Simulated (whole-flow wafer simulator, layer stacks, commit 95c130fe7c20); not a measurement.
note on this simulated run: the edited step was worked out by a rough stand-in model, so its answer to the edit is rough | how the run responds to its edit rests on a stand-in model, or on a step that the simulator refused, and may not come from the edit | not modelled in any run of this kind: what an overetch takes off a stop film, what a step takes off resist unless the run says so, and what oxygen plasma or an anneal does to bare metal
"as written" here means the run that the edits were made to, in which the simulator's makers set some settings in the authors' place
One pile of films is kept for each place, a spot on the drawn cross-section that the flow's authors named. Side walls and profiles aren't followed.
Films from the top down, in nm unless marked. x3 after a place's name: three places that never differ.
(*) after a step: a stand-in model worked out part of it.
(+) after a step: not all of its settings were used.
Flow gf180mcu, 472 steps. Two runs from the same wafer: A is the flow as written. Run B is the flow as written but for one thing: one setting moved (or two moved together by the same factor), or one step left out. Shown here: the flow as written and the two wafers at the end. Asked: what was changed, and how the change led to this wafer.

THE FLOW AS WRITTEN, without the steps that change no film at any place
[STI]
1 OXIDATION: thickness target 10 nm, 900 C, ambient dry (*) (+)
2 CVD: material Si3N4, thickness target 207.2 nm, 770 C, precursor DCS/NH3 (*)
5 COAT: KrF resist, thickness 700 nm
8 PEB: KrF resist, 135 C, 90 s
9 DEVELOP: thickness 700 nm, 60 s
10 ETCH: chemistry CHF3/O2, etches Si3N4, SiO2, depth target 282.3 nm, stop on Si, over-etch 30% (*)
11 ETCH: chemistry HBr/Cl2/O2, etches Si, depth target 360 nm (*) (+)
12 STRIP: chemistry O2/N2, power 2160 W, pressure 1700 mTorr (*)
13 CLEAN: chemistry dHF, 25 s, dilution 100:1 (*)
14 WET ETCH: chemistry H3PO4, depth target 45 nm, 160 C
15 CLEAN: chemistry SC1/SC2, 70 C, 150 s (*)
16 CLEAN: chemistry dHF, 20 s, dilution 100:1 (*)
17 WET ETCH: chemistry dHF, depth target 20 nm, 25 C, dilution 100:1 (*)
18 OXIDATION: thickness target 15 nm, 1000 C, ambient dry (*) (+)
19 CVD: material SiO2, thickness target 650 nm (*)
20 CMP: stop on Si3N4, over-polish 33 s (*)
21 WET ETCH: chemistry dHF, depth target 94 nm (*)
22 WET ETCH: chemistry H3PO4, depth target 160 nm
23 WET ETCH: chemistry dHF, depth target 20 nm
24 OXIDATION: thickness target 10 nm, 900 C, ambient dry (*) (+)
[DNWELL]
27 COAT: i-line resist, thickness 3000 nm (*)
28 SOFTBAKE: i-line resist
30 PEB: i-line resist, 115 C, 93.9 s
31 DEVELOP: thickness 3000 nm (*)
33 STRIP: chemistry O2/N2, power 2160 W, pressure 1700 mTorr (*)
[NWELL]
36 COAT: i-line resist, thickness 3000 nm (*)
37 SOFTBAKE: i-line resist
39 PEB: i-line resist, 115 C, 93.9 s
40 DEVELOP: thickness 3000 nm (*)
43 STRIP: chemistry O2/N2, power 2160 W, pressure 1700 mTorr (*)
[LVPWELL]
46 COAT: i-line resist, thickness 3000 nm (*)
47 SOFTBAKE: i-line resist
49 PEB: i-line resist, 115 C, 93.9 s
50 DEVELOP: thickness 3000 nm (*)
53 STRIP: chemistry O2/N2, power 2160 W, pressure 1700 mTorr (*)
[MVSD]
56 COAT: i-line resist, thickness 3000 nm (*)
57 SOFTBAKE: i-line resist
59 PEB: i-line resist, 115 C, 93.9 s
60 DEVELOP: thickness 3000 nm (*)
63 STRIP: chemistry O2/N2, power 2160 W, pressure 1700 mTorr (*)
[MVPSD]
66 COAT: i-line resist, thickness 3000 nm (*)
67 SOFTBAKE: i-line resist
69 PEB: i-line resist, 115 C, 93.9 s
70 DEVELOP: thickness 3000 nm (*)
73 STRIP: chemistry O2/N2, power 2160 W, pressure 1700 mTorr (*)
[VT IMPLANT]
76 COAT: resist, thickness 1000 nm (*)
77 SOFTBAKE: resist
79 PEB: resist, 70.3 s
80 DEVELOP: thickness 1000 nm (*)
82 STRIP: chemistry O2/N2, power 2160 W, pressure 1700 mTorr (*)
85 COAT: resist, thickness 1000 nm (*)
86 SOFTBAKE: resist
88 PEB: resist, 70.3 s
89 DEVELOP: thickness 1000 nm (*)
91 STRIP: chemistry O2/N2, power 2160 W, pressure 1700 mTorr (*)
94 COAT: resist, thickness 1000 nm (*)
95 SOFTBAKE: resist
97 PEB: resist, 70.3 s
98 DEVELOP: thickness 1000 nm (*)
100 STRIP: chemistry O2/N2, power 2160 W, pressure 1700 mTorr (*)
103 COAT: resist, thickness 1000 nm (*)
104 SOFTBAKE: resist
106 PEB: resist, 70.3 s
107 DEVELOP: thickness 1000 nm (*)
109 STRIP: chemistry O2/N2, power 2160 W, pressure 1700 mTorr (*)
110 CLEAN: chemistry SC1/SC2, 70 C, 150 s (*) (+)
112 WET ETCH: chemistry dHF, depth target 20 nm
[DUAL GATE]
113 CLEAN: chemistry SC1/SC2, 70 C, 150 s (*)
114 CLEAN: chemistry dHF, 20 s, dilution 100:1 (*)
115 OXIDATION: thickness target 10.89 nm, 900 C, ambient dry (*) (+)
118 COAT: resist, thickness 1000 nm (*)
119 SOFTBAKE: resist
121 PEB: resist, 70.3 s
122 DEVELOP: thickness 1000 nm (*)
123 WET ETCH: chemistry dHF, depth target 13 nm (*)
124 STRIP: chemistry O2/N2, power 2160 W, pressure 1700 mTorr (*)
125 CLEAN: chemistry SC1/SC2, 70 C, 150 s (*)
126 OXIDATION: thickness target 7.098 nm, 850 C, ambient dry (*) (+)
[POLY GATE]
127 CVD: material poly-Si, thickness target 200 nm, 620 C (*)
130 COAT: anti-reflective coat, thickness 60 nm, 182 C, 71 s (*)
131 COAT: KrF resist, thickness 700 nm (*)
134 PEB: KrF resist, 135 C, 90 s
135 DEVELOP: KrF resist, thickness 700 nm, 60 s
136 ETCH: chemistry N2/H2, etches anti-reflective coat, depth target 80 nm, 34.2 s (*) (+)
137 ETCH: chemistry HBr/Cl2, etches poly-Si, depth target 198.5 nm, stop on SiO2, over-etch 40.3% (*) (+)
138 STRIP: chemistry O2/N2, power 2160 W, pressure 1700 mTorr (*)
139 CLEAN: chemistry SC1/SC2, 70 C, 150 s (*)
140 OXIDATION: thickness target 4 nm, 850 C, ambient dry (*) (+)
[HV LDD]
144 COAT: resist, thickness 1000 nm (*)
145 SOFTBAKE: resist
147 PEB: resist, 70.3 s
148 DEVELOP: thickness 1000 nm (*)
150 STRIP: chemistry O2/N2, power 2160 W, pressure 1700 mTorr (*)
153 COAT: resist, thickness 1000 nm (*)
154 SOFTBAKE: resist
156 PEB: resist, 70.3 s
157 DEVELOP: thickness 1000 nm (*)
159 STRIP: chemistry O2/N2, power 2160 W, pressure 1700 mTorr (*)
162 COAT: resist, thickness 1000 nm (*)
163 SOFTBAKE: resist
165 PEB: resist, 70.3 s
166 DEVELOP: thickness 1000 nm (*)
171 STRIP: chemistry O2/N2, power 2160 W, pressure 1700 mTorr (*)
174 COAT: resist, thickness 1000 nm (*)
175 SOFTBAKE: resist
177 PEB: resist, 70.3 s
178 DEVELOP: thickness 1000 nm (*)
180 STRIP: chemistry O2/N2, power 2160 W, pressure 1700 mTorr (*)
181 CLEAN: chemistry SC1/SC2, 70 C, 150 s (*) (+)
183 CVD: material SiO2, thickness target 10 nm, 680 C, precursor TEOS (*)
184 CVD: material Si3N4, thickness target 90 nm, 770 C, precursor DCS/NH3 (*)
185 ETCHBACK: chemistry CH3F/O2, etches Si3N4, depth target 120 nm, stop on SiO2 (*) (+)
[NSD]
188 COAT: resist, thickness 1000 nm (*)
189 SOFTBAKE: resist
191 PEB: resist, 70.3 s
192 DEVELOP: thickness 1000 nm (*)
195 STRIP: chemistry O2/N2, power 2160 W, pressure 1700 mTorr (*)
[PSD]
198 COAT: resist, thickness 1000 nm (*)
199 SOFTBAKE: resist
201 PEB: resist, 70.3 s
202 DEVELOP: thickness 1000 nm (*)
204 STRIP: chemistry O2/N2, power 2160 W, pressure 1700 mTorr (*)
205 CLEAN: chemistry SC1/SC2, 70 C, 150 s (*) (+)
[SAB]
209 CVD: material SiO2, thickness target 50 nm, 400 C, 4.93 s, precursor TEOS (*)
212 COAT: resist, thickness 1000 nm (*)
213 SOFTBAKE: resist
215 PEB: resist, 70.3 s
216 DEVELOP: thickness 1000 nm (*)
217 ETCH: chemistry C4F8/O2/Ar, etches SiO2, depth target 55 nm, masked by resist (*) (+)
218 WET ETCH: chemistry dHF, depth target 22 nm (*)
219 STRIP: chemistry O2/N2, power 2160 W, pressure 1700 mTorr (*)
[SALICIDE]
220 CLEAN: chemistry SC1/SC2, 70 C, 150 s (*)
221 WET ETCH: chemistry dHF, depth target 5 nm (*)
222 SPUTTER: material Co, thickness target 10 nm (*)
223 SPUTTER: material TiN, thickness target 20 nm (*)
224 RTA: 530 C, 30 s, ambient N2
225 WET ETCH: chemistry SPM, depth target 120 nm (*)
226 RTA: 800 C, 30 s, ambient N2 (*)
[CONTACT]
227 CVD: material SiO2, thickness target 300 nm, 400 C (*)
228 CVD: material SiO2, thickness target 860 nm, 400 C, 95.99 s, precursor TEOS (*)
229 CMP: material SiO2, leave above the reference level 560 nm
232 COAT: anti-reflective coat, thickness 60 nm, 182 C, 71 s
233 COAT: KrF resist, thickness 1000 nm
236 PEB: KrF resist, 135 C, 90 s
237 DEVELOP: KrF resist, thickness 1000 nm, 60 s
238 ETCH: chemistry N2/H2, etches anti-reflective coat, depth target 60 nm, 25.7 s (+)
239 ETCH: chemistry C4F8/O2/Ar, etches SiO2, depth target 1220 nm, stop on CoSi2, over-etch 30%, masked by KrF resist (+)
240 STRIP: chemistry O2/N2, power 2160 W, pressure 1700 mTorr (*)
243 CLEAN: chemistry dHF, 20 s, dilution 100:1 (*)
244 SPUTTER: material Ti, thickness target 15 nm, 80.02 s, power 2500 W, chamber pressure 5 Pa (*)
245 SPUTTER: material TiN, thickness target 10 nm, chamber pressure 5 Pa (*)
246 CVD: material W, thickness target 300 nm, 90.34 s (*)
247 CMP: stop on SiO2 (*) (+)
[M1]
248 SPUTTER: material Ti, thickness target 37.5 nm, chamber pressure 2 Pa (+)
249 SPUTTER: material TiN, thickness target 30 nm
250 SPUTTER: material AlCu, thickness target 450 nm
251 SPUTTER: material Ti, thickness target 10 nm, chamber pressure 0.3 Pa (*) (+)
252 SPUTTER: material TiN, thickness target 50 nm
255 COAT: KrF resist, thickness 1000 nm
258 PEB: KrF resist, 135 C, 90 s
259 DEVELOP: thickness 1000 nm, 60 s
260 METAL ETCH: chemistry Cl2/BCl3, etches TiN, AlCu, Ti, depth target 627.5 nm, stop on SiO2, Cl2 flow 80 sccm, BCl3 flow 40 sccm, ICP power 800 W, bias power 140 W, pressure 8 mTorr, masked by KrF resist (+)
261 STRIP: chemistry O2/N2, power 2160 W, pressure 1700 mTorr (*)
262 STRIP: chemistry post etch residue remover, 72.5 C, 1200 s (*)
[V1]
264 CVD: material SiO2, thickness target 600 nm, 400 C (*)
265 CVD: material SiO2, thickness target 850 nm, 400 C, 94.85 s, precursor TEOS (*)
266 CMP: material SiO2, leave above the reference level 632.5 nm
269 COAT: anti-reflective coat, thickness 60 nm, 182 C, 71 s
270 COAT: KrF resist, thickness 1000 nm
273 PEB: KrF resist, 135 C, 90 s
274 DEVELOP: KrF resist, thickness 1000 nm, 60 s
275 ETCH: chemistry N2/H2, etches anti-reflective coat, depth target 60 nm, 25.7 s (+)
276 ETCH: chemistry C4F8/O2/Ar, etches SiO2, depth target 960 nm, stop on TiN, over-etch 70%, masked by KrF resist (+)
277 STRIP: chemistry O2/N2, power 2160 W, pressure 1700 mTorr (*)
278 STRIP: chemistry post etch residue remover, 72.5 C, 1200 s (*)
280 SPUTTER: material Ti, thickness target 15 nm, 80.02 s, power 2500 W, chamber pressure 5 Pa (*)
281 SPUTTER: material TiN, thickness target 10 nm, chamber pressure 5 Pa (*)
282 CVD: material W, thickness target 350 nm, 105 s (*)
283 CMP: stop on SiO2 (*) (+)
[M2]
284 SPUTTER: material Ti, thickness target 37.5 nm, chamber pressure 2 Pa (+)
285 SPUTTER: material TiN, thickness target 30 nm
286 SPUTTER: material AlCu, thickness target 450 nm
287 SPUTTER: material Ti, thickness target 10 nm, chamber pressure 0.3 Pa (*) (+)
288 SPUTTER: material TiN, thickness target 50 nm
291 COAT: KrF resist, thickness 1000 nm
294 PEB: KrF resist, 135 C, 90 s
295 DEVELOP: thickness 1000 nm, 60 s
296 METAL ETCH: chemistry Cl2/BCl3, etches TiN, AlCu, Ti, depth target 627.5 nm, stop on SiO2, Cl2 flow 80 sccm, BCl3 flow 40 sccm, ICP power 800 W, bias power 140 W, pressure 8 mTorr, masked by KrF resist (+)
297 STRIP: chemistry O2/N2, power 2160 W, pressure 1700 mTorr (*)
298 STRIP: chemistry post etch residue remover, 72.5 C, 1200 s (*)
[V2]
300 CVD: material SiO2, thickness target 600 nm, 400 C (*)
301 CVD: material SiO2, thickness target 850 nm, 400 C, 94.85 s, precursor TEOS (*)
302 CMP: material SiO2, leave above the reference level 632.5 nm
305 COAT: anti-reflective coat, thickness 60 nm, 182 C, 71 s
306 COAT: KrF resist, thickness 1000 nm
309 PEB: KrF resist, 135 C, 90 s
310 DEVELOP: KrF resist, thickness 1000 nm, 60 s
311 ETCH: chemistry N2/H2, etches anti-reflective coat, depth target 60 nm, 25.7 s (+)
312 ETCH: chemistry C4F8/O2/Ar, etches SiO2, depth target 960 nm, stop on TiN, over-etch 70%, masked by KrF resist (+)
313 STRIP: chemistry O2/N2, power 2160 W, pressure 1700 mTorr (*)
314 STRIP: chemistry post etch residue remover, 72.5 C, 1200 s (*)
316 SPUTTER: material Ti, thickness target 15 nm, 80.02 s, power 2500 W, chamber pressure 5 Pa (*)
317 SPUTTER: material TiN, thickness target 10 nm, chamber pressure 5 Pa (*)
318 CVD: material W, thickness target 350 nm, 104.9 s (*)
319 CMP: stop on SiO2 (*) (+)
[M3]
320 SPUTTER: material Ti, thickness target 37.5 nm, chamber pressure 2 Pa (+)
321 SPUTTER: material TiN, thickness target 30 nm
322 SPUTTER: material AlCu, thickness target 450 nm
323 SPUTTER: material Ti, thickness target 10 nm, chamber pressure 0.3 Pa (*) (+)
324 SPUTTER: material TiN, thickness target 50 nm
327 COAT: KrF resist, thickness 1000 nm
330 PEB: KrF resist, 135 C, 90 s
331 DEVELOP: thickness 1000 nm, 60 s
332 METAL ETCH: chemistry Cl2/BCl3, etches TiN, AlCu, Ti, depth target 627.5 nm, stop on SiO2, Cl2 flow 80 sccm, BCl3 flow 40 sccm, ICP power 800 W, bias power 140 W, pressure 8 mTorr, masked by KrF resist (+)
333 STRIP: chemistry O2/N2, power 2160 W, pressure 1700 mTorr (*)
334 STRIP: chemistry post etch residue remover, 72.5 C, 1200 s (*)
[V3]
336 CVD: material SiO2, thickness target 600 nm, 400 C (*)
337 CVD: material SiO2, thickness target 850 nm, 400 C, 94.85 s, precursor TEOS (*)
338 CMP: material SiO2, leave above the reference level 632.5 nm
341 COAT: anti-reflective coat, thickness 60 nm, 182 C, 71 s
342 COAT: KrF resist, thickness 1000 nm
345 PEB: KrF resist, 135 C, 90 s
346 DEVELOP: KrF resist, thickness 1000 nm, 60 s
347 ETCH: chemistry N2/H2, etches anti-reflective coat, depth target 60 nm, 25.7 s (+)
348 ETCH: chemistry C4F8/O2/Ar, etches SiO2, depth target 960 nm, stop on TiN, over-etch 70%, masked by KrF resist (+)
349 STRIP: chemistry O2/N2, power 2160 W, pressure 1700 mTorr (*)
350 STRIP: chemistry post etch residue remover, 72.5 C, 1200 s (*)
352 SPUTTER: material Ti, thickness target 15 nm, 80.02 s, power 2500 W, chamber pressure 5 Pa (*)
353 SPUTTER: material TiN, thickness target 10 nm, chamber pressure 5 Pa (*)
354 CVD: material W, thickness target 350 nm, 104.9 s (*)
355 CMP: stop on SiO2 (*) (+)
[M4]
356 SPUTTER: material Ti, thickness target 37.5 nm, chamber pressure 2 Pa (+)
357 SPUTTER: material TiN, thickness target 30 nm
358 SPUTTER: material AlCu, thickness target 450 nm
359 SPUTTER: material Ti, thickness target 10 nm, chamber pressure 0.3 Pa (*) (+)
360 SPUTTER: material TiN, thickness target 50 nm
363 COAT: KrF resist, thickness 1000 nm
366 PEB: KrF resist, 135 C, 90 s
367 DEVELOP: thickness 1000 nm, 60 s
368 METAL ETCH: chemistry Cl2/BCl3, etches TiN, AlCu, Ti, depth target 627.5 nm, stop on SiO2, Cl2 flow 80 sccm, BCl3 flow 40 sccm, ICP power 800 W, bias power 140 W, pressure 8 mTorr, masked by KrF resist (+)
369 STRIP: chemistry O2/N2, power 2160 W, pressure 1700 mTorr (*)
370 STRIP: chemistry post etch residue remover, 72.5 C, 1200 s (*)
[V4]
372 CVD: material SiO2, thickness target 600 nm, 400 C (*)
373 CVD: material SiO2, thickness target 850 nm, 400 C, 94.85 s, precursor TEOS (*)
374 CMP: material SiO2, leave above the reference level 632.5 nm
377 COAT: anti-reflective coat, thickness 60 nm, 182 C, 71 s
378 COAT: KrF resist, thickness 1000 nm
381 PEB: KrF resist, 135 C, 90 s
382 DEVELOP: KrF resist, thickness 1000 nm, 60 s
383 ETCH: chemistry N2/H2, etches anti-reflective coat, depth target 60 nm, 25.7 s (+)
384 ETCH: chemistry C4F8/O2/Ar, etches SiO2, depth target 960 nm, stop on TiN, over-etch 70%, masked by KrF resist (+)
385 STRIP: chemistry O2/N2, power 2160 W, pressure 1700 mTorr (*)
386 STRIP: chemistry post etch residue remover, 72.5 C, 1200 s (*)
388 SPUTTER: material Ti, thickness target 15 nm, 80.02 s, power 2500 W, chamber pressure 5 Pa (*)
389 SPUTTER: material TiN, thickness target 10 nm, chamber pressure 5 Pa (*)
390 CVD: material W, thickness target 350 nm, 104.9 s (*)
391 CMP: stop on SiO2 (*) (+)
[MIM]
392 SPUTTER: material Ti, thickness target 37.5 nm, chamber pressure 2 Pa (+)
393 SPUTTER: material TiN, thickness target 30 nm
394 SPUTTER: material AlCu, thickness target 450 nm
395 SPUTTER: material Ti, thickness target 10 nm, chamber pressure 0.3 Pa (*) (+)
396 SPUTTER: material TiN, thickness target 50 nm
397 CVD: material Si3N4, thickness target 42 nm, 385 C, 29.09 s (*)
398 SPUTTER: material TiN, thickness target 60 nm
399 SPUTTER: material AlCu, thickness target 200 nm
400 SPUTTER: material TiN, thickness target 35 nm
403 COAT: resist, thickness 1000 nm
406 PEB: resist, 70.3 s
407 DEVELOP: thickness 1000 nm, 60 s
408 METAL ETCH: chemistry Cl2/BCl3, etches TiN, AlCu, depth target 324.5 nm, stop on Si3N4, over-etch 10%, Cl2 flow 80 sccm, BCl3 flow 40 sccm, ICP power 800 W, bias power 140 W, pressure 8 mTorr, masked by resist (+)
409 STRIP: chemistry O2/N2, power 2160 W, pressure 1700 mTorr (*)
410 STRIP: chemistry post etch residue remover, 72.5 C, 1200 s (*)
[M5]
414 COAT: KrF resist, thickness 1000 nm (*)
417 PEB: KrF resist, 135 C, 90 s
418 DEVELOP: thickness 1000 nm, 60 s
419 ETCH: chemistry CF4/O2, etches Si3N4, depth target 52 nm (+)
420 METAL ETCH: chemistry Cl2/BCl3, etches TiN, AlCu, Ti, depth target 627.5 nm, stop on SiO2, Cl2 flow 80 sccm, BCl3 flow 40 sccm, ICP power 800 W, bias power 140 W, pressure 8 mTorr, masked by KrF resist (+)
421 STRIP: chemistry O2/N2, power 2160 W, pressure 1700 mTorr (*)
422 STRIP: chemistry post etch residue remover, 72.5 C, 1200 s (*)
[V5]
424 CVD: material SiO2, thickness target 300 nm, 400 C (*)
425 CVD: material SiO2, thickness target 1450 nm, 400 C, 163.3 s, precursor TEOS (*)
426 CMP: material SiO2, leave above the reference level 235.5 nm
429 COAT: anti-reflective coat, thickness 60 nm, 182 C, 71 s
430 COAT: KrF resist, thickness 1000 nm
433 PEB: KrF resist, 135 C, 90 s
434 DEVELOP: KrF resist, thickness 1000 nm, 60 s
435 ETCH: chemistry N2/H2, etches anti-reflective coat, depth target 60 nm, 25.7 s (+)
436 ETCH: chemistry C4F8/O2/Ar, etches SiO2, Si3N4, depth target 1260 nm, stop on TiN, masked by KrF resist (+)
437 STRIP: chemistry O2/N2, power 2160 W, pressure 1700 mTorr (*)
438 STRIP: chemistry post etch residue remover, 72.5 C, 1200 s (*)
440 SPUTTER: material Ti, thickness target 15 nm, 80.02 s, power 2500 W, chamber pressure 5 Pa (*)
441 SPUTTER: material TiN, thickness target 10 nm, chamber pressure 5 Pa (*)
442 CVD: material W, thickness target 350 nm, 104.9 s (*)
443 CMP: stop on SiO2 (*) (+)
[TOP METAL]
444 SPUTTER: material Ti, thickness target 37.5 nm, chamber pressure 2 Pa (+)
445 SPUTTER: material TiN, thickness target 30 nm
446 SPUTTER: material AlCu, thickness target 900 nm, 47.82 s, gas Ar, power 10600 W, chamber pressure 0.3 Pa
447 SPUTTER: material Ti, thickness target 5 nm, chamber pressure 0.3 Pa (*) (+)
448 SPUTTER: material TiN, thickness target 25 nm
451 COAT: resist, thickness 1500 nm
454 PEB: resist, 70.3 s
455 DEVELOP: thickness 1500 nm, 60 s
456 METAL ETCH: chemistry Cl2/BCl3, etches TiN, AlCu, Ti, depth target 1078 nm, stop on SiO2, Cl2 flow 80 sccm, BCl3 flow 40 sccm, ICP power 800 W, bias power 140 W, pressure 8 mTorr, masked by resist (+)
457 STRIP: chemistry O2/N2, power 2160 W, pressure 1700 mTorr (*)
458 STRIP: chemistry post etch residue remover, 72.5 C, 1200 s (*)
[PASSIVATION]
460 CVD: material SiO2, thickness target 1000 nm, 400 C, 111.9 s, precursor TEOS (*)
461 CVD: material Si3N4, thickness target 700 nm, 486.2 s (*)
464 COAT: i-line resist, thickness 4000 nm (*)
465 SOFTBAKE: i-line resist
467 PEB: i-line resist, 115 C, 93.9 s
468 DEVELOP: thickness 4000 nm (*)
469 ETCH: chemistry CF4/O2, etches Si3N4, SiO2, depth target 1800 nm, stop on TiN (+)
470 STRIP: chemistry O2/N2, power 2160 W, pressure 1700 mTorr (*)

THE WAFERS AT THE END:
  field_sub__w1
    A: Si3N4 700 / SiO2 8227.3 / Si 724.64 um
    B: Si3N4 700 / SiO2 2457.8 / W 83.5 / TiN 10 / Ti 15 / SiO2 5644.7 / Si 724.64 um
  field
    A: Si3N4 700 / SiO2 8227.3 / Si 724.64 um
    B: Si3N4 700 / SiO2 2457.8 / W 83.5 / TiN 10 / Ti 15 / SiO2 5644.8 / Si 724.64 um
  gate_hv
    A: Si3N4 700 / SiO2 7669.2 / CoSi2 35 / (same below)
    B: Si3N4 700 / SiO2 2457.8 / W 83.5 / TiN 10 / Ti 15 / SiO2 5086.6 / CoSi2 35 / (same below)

The cause: step 373, CVD: thickness target 400 nm was run, where the flow has thickness target 850 nm; step 373, CVD: 44.58 s was run, where the flow has 94.85 s.

How the change led to this, step by step:
  373 CVD: material SiO2, thickness target 850 nm, 400 C, 94.85 s, precursor TEOS (*)
      field, field__w1, field__w2 and 108 more: A SiO2 +850 | B SiO2 +409.1
  374 CMP: material SiO2, leave above the reference level 632.5 nm
      field, field__w1, field__w2 and 103 more: A SiO2 -300 | B nothing
      field__w8, contact, m1, m1__w1, m1_nw: A SiO2 -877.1 | B SiO2 -436.1
  377 COAT: anti-reflective coat, thickness 60 nm, 182 C, 71 s
      gate, gate_nat: A anti-reflective coat +60 (new film) | B anti-reflective coat +61.7 (new film)
      field: A anti-reflective coat +60 (new film) | B anti-reflective coat +117.1 (new film)
      (and at 19 more places)
  378 COAT: KrF resist, thickness 1000 nm
      field: A KrF resist +1000 (new film) | B KrF resist +978.5 (new film)
      field__w1: A KrF resist +1000 (new film) | B KrF resist +976.1 (new film)
      (and at 12 more places)
  381 PEB: KrF resist, 135 C, 90 s
      polyc_n, polyc_n_rim: A KrF resist -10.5 | B KrF resist -11.8
      contact: A KrF resist -10.5 | B KrF resist -9.39
      (and at 5 more places)
  382 DEVELOP: KrF resist, thickness 1000 nm, 60 s
      contact: A KrF resist -989.5 (all of it) | B KrF resist -917.4 (all of it)
  383 ETCH: chemistry N2/H2, etches anti-reflective coat, depth target 60 nm, 25.7 s (+)
      contact: A anti-reflective coat -60 (all of it), SiO2 -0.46 | B anti-reflective coat -22.8 (all of it), SiO2 -1.42
  385 STRIP: chemistry O2/N2, power 2160 W, pressure 1700 mTorr (*)
      field: A KrF resist -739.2 (all of it), anti-reflective coat -60 (all of it) | B KrF resist -717.9 (all of it), anti-reflective coat -117.1 (all of it)
      field__w1: A KrF resist -739.2 (all of it), anti-reflective coat -60 (all of it) | B KrF resist -715.5 (all of it), anti-reflective coat -87.2 (all of it)
      (and at 19 more places)
  388 SPUTTER: material Ti, thickness target 15 nm, 80.02 s, power 2500 W, chamber pressure 5 Pa (*)
      contact: A Ti +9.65 (new film) | B Ti +10.5 (new film)
  389 SPUTTER: material TiN, thickness target 10 nm, chamber pressure 5 Pa (*)
      contact: A TiN +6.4 (new film) | B TiN +6.97 (new film)
  390 CVD: material W, thickness target 350 nm, 104.9 s (*)
      contact: A W +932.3 (new film) | B W +789.9 (new film)
  391 CMP: stop on SiO2 (*) (+)
      field, field__w1, field__w2 and 103 more: A W -350 (all of it), TiN -10 (all of it), Ti -15 (all of it), SiO2 -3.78 | B W -254.1
      field__w8, m1, m1__w1, m1_nw: A W -350 (all of it), TiN -10 (all of it), Ti -15 (all of it), SiO2 -3.78 | B W -350 (all of it), TiN -10 (all of it), Ti -15 (all of it), SiO2 -20
      (and at 1 more place)
  420 METAL ETCH: chemistry Cl2/BCl3, etches TiN, AlCu, Ti, depth target 627.5 nm, stop on SiO2, Cl2 flow 80 sccm, BCl3 flow 40 sccm, ICP power 800 W, bias power 140 W, pressure 8 mTorr, masked by KrF resist (+)
      field, field__w1, field__w2 and 101 more: A TiN -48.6 (all of it), Ti -10 (all of it), AlCu -450 (all of it), TiN -30 (all of it), Ti -37.5 (all of it) | B TiN -48.6 (all of it), Ti -10 (all of it), AlCu -450 (all of it), TiN -30 (all of it), Ti -37.5 (all of it), W -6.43
  422 STRIP: chemistry post etch residue remover, 72.5 C, 1200 s (*)
      field, field__w1, field__w2 and 101 more: A nothing | B W -6.01
  424 CVD: material SiO2, thickness target 300 nm, 400 C (*)
      field, field__w1, field__w2 and 101 more: A SiO2 +300 | B SiO2 +300 (new film)
  426 CMP: material SiO2, leave above the reference level 235.5 nm
      field, field__w1, field__w5 and 92 more: A SiO2 -300.8 | B SiO2 -288.4
      field__w2, field__w3, field__w12 and 6 more: A SiO2 -272.7 | B SiO2 -259.7
Counting metal films that touch as one body, field_sub__w1 has 1 body; the flow as written gives 0 bodies.
Counting metal films that touch as one body, field has 1 body; the flow as written gives 0 bodies.
Counting metal films that touch as one body, gate_hv has 2 bodies (between them, from the top down: SiO2 5086.6); the flow as written gives 1 body.
